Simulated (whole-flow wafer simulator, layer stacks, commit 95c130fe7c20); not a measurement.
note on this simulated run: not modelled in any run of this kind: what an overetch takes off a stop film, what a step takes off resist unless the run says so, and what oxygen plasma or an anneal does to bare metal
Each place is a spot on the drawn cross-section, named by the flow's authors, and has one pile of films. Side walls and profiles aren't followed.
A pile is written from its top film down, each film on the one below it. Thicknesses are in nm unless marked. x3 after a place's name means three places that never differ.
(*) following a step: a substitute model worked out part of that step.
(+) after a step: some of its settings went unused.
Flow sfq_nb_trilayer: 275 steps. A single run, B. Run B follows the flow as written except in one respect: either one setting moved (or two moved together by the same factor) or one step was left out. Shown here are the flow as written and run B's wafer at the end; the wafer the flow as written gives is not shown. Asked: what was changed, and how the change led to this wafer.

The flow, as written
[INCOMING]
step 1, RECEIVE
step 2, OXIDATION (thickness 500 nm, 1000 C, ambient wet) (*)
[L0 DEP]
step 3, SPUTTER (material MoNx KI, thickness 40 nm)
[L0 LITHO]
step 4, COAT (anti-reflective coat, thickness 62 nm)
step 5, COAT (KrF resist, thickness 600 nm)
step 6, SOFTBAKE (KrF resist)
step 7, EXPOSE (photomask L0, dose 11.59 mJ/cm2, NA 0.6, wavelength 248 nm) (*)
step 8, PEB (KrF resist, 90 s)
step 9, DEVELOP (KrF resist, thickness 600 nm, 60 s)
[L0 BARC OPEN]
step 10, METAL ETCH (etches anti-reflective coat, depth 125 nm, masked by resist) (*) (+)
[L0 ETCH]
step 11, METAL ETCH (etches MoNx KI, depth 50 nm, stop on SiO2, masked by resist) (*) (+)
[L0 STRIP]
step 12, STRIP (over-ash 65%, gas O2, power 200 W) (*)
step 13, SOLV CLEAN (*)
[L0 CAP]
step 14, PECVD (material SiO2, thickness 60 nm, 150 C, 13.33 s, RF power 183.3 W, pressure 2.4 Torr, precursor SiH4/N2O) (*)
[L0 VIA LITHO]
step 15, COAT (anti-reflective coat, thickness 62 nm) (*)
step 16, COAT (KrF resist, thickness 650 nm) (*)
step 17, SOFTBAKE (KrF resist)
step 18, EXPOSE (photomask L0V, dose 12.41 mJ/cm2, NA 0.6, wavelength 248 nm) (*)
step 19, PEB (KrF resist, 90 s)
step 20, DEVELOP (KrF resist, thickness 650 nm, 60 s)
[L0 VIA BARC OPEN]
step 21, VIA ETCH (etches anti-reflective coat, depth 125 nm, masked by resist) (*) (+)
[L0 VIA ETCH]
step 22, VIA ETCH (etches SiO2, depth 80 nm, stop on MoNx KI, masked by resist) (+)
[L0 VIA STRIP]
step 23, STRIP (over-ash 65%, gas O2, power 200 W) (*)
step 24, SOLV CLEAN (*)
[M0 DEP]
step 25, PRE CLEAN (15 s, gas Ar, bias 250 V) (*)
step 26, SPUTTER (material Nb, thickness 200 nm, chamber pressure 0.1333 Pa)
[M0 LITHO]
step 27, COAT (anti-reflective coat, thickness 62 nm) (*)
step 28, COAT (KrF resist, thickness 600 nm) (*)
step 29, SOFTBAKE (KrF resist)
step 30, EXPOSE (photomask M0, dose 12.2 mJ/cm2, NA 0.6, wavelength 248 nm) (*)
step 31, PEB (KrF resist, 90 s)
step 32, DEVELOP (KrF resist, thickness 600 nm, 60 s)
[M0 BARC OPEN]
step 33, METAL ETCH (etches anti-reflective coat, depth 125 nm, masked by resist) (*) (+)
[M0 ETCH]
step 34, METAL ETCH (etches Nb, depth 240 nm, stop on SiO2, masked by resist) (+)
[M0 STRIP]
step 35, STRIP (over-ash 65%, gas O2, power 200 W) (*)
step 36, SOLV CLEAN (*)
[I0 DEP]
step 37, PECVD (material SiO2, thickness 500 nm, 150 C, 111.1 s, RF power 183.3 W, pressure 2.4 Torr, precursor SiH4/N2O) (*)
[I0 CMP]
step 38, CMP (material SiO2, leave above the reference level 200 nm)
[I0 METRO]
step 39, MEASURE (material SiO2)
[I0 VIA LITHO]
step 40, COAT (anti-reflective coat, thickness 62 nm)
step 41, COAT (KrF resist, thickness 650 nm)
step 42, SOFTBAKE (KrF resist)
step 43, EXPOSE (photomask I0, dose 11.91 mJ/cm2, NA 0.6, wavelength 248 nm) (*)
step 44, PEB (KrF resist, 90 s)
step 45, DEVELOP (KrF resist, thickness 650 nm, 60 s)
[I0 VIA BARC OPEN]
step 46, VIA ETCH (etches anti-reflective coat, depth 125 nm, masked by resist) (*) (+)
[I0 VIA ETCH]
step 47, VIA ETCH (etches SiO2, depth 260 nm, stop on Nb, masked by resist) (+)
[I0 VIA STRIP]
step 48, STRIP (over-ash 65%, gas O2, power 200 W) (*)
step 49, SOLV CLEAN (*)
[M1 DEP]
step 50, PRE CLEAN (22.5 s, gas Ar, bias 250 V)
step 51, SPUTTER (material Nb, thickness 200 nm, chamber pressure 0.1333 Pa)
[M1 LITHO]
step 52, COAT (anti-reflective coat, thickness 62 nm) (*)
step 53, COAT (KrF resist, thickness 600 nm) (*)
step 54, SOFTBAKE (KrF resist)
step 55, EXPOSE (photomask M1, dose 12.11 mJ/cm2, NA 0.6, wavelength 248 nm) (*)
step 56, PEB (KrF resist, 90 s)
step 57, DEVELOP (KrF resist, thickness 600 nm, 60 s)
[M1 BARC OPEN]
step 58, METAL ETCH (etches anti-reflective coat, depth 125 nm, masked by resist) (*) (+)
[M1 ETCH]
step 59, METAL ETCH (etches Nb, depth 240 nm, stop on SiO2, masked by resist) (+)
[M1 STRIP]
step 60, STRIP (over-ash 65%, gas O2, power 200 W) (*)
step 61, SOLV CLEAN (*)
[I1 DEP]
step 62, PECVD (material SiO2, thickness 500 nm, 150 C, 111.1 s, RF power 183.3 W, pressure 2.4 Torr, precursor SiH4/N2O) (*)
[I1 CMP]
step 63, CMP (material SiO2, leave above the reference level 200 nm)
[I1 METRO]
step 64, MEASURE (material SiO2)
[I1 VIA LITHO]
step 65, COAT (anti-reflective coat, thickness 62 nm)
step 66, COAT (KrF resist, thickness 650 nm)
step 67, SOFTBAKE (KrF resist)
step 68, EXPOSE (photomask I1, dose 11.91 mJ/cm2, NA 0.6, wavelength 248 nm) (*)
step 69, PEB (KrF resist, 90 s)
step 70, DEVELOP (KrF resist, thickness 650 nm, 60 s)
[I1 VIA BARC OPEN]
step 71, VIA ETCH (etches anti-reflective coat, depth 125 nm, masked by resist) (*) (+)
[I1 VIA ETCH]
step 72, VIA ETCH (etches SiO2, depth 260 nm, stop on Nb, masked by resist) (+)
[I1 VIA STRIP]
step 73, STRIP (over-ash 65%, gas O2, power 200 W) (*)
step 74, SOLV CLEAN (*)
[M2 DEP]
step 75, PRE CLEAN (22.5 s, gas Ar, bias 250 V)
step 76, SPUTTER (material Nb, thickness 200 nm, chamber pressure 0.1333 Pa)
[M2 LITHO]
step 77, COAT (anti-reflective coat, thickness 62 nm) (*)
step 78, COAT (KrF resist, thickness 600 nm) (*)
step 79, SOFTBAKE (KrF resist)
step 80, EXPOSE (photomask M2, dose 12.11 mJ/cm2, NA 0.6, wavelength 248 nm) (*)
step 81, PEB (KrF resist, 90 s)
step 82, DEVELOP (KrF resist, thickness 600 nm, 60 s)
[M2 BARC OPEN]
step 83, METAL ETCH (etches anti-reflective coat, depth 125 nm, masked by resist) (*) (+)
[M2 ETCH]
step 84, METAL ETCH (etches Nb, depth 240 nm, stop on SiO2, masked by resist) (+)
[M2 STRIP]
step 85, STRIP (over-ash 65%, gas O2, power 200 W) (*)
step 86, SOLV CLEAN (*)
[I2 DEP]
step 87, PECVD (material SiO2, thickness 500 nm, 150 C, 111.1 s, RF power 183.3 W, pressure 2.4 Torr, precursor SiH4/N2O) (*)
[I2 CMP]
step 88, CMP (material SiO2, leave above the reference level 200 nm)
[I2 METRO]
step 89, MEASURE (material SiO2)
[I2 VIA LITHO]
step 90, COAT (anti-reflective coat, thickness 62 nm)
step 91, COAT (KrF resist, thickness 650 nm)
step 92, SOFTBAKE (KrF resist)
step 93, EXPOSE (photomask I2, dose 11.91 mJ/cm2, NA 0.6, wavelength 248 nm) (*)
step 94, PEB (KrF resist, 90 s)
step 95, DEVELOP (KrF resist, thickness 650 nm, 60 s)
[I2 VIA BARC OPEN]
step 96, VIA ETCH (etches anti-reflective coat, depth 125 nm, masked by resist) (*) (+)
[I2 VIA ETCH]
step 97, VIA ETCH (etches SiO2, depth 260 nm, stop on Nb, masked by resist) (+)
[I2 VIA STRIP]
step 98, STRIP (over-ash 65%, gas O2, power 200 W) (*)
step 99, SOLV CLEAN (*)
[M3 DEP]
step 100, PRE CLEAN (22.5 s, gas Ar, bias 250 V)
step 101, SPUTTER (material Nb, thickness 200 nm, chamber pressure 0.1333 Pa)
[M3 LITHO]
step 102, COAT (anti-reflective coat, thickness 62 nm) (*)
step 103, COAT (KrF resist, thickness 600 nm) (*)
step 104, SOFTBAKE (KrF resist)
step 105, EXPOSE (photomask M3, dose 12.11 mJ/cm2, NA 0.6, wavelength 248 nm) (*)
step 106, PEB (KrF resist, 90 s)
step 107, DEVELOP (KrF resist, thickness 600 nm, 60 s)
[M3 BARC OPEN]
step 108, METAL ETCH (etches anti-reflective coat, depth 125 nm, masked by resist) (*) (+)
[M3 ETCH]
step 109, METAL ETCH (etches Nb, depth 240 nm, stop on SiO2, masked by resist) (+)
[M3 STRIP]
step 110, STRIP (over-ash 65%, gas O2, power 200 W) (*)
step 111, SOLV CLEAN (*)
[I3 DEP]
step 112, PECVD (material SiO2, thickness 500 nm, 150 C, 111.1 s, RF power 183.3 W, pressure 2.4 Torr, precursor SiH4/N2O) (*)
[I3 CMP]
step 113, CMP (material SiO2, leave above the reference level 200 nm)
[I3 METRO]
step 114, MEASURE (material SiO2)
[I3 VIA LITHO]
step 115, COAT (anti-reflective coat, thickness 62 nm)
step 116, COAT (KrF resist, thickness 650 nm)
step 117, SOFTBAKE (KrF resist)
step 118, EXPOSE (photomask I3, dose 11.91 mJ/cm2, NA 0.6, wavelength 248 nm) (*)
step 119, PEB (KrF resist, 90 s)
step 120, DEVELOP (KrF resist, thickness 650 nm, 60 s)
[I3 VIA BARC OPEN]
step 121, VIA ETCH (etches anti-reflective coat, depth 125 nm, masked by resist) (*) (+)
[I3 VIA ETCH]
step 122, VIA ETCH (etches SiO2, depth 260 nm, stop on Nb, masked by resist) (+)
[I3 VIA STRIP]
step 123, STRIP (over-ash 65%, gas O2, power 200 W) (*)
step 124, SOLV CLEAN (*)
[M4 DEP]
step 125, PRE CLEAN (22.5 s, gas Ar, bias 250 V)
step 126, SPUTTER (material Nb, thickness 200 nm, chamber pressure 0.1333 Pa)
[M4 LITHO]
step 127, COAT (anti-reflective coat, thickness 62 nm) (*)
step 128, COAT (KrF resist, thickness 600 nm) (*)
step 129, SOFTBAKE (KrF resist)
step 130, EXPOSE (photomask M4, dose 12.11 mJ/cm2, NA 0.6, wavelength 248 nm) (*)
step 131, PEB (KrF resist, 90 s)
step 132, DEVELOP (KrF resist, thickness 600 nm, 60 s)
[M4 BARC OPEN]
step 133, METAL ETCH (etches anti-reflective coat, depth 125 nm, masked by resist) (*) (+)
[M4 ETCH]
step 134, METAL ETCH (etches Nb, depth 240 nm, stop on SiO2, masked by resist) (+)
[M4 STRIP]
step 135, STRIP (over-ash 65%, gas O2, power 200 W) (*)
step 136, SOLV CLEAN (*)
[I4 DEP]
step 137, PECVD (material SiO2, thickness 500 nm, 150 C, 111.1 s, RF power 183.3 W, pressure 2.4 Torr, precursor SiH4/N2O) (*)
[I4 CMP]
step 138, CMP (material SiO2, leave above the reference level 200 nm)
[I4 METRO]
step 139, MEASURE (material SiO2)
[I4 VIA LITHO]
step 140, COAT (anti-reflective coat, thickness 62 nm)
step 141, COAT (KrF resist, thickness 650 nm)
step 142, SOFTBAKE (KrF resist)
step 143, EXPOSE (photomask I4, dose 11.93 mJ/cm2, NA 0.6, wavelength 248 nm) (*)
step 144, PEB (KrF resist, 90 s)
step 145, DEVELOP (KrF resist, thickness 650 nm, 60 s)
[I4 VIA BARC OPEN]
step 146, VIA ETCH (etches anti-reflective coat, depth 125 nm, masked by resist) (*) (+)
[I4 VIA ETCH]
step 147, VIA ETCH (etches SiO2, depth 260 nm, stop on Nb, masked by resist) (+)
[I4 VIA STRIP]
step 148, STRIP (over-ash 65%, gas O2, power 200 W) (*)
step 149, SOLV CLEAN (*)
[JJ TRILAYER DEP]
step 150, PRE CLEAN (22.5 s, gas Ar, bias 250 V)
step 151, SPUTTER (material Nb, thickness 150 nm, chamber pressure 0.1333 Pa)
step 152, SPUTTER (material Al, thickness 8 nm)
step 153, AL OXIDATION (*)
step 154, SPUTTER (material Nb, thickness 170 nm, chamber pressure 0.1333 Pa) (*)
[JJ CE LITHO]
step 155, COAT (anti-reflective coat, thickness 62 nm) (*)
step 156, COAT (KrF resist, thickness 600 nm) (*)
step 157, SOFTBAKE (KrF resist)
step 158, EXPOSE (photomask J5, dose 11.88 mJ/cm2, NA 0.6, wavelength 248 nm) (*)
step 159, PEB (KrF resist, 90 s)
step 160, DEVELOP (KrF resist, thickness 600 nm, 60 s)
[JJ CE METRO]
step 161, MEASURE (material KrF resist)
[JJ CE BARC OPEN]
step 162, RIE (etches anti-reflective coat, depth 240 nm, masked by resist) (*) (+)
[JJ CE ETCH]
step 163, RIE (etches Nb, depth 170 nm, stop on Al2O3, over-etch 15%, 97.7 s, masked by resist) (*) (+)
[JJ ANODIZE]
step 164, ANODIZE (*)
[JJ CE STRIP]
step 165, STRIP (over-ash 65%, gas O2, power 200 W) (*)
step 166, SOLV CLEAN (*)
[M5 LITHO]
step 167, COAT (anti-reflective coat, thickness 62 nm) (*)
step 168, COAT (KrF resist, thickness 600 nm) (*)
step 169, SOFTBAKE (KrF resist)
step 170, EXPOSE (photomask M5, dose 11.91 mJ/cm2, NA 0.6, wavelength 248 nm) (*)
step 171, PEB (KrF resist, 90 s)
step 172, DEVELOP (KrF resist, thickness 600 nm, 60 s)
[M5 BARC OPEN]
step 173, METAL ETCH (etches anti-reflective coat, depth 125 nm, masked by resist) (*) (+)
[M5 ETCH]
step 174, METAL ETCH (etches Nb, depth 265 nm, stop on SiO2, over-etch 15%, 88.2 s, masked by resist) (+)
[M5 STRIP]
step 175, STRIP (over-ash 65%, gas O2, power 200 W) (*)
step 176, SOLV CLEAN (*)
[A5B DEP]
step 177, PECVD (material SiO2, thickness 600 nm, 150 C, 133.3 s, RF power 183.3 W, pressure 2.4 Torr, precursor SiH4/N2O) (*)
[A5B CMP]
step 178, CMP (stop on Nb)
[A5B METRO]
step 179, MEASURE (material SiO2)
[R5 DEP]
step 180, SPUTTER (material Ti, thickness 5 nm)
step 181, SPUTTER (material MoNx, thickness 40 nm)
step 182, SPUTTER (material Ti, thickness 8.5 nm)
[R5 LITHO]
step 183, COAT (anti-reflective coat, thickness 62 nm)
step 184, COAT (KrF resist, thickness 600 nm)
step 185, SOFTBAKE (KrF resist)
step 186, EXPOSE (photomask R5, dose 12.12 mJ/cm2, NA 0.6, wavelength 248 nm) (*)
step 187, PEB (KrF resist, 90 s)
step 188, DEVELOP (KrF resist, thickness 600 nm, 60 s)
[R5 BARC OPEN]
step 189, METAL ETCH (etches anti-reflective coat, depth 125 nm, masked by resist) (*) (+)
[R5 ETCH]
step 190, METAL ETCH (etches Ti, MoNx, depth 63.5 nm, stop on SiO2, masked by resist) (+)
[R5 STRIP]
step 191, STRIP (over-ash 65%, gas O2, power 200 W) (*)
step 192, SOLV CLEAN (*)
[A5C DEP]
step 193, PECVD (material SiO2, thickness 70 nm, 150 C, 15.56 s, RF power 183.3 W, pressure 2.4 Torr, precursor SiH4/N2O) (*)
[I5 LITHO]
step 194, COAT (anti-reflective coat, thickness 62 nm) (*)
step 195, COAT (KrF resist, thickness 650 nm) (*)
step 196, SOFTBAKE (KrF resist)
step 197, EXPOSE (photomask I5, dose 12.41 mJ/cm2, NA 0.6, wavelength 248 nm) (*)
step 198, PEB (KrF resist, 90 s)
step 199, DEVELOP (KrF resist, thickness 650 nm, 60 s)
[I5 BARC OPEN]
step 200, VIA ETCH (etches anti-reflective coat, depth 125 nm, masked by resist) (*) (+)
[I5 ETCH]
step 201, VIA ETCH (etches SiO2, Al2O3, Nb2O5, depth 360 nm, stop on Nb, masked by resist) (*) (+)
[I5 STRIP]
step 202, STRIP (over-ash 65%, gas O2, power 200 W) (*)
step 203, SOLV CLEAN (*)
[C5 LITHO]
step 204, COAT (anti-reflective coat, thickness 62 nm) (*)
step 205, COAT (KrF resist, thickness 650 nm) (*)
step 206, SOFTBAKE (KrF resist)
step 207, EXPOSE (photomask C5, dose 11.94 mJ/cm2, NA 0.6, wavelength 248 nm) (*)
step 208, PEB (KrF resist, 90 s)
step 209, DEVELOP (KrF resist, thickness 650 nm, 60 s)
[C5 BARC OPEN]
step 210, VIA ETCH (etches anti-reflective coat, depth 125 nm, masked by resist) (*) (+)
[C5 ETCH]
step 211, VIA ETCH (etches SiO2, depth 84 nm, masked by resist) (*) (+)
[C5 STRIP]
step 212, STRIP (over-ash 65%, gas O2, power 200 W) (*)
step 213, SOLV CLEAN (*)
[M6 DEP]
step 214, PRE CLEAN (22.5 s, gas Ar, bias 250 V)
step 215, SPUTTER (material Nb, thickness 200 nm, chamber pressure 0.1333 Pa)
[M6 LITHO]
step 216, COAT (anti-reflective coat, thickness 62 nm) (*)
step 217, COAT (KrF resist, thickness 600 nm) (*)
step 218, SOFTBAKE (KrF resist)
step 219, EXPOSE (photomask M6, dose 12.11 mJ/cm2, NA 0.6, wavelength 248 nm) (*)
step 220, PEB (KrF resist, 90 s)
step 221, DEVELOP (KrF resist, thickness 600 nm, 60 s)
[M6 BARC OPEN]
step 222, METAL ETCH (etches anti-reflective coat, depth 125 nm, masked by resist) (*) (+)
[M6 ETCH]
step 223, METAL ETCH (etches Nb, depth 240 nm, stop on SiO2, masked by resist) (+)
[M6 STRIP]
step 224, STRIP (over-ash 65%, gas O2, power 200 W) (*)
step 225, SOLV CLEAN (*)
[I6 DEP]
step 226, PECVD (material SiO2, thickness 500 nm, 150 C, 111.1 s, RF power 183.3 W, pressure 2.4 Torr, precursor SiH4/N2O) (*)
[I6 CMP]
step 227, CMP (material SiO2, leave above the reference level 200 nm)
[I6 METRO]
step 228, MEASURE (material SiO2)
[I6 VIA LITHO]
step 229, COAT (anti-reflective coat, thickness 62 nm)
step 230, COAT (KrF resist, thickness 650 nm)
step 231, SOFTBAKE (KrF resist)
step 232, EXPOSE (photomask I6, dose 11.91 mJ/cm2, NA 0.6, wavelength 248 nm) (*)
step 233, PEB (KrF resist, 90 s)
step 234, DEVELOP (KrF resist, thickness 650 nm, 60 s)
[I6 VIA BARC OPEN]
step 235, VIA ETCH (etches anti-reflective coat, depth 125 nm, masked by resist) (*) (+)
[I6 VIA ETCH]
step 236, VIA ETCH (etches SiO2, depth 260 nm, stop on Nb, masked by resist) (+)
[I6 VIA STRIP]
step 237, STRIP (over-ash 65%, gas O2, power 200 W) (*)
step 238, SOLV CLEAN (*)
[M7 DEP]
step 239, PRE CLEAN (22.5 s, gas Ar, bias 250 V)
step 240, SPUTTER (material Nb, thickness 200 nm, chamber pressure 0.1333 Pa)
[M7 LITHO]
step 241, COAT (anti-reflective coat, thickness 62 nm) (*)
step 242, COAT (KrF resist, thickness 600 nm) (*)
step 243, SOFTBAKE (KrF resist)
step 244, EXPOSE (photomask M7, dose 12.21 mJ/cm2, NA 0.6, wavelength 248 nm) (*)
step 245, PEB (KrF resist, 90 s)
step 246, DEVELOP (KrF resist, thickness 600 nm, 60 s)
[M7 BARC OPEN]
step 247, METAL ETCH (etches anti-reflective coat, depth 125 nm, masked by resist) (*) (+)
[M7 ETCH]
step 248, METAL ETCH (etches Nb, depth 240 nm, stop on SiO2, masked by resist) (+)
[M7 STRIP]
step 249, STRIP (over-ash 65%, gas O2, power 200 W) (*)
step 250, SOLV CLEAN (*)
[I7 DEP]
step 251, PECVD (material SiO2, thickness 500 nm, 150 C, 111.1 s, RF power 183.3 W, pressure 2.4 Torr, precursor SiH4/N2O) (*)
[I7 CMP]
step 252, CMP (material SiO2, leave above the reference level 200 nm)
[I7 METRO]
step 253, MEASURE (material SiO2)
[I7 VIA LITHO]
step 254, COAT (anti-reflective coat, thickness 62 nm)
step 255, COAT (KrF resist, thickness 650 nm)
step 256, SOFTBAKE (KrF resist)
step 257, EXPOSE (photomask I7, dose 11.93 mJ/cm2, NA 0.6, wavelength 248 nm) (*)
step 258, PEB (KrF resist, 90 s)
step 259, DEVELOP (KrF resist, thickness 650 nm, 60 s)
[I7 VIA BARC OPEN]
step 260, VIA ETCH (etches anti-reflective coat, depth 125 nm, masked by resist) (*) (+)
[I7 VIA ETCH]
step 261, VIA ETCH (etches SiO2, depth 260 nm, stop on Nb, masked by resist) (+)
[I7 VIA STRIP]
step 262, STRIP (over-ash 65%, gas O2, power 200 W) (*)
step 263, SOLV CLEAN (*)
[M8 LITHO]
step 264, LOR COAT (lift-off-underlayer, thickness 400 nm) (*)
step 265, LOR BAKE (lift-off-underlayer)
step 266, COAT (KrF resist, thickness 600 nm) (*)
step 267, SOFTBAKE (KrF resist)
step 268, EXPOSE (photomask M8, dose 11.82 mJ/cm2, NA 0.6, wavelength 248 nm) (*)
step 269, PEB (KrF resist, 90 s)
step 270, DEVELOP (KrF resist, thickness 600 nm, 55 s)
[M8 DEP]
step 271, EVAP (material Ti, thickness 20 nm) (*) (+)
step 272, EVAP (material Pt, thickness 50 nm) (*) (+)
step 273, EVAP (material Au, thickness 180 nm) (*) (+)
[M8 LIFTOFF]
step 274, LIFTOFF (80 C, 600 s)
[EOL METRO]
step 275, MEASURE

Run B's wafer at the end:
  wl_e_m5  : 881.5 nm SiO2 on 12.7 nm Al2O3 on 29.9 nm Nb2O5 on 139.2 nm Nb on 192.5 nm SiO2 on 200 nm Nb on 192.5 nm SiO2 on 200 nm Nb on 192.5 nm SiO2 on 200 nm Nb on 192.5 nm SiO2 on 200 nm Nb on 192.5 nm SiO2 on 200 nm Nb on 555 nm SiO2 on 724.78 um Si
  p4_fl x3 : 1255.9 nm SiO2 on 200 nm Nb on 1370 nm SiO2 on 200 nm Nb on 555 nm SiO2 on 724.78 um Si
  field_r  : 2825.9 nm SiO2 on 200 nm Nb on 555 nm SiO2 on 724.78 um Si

The reason: step 240, SPUTTER: thickness 80 nm was run, whereas the flow has thickness 200 nm.

How this came from the change, step by step:
  step 240, SPUTTER (material Nb, thickness 200 nm, chamber pressure 0.1333 Pa)
      field_l, v_sur, via_wl and 102 more: Nb gains 80 (new film) (in the flow as written it would be: Nb gains 200 (new film))
      via_v: Nb gains 64.3 (in the flow as written it would be: Nb gains 161.1)
  step 241, COAT (anti-reflective coat, thickness 62 nm) (*)
      via_v: anti-reflective coat gains 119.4 (new film) (in the flow as written it would be: anti-reflective coat gains 126 (new film))
  step 248, METAL ETCH (etches Nb, depth 240 nm, stop on SiO2, masked by resist) (+)
      field_l, field_r, lsp_l and 62 more: Nb loses 80 (all of it) (in the flow as written it would be: Nb loses 200 (all of it))
      v_sur, via_wl, via_w and 38 more: KrF resist loses 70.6 (in the flow as written it would be: KrF resist loses 141.2)
  step 249, STRIP (over-ash 65%, gas O2, power 200 W) (*)
      wl_j_sl, wl_jj, wl_j_sr and 14 more: KrF resist loses 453 (all of it), anti-reflective coat loses 62 (all of it) (in the flow as written it would be: KrF resist loses 382.4 (all of it), anti-reflective coat loses 62 (all of it))
      lsp_m, ln_m6, lsp_r: KrF resist loses 452.6 (all of it), anti-reflective coat loses 61.8 (all of it) (in the flow as written it would be: KrF resist loses 381.9 (all of it), anti-reflective coat loses 61.8 (all of it))
      (also at 21 further places)
  step 251, PECVD (material SiO2, thickness 500 nm, 150 C, 111.1 s, RF power 183.3 W, pressure 2.4 Torr, precursor SiH4/N2O) (*)
      field_r, lsp_l: SiO2 gains 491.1 (in the flow as written it would be: SiO2 gains 477.7)
      l0_sur, l0v: SiO2 gains 500 (in the flow as written it would be: SiO2 gains 487.8)
      (also at 3 further places)
  step 252, CMP (material SiO2, leave above the reference level 200 nm)
      field_l, p4_fl x3, p4_w1 x9 and 46 more: SiO2 loses 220 (in the flow as written it would be: SiO2 loses 100)
      field_r, lsp_l: SiO2 loses 211.1 (in the flow as written it would be: SiO2 loses 77.7)
      (also at 5 further places)
